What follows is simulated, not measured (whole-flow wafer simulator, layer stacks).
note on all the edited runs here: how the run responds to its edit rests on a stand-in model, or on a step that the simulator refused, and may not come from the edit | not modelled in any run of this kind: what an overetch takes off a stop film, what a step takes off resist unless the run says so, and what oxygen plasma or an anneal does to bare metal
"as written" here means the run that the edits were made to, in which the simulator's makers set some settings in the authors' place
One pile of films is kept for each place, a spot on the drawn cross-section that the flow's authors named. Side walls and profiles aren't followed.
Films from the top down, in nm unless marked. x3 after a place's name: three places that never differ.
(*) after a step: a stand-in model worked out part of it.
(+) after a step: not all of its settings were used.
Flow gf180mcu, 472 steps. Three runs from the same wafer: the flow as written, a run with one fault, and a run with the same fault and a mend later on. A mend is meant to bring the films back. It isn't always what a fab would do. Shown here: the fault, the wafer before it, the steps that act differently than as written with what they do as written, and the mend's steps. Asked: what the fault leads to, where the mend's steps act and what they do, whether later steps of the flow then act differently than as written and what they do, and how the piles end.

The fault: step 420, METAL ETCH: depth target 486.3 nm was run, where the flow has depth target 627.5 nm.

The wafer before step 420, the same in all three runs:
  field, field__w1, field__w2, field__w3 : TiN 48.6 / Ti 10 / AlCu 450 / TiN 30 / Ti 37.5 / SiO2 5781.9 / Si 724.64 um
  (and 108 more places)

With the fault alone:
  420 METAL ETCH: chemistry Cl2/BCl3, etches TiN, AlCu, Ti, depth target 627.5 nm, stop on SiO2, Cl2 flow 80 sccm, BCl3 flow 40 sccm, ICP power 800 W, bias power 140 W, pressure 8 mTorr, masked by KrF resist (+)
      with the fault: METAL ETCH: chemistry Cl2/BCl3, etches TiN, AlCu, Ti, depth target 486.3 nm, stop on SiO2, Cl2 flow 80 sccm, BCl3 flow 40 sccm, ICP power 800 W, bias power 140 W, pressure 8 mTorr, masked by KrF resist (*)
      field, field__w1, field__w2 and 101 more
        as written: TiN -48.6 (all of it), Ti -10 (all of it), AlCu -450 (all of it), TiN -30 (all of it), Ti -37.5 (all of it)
        with the fault: TiN -48.6 (all of it), Ti -10 (all of it), AlCu -427.7
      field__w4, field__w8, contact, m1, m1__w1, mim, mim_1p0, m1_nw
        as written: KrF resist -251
        with the fault: KrF resist -194.5
  Later steps of the flow that act differently than as written (1 more step differs only slightly, by at most 2% or 0.5 nm, whichever is larger, and isn't shown):
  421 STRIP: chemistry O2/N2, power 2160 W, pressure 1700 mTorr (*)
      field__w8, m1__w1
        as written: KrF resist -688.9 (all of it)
        with the fault: KrF resist -745.3 (all of it)
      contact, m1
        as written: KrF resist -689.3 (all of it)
        with the fault: KrF resist -745.8 (all of it)
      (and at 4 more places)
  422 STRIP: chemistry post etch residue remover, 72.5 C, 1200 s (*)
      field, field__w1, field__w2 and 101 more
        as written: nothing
        with the fault: AlCu -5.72
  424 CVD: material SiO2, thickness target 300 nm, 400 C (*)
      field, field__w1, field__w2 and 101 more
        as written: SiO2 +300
        with the fault: SiO2 +300 (new film)
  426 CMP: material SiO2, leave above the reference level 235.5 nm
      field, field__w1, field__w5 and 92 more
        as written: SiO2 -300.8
        with the fault: SiO2 -384.9
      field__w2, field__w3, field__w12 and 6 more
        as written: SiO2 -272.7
        with the fault: SiO2 -360.5
  At the end the piles differ from the flow's by more than 2% or 0.5 nm, whichever is larger, at field, field__w1, field__w2 and 101 more.
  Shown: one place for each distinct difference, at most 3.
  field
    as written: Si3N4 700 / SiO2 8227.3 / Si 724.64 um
    with the fault: Si3N4 700 / SiO2 2361.3 / AlCu 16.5 / TiN 30 / Ti 37.5 / SiO2 5781.9 / Si 724.64 um
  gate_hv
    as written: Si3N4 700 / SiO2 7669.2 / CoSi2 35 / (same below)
    with the fault: Si3N4 700 / SiO2 2361.3 / AlCu 16.5 / TiN 30 / Ti 37.5 / SiO2 5223.8 / CoSi2 35 / (same below)
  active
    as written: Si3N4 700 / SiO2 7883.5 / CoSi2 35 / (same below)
    with the fault: Si3N4 700 / SiO2 2361.3 / AlCu 16.5 / TiN 30 / Ti 37.5 / SiO2 5438.1 / CoSi2 35 / (same below)

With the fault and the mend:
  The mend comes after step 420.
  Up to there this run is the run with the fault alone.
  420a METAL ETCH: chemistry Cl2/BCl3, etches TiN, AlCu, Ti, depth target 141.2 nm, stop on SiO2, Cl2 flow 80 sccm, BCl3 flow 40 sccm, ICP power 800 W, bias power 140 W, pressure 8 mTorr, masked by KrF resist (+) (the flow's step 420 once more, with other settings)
      field, field__w1, field__w2 and 101 more
        AlCu -22.3 (all of it), TiN -30 (all of it), Ti -37.5 (all of it)
      field__w4, field__w8, contact, m1, m1__w1, mim, mim_1p0, m1_nw
        KrF resist -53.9
  No later step of the flow acts differently than as written, at any place that is followed, by more than 2% or 0.5 nm, whichever is larger.
  At the end the piles are the same as the flow's at every place that both follow.
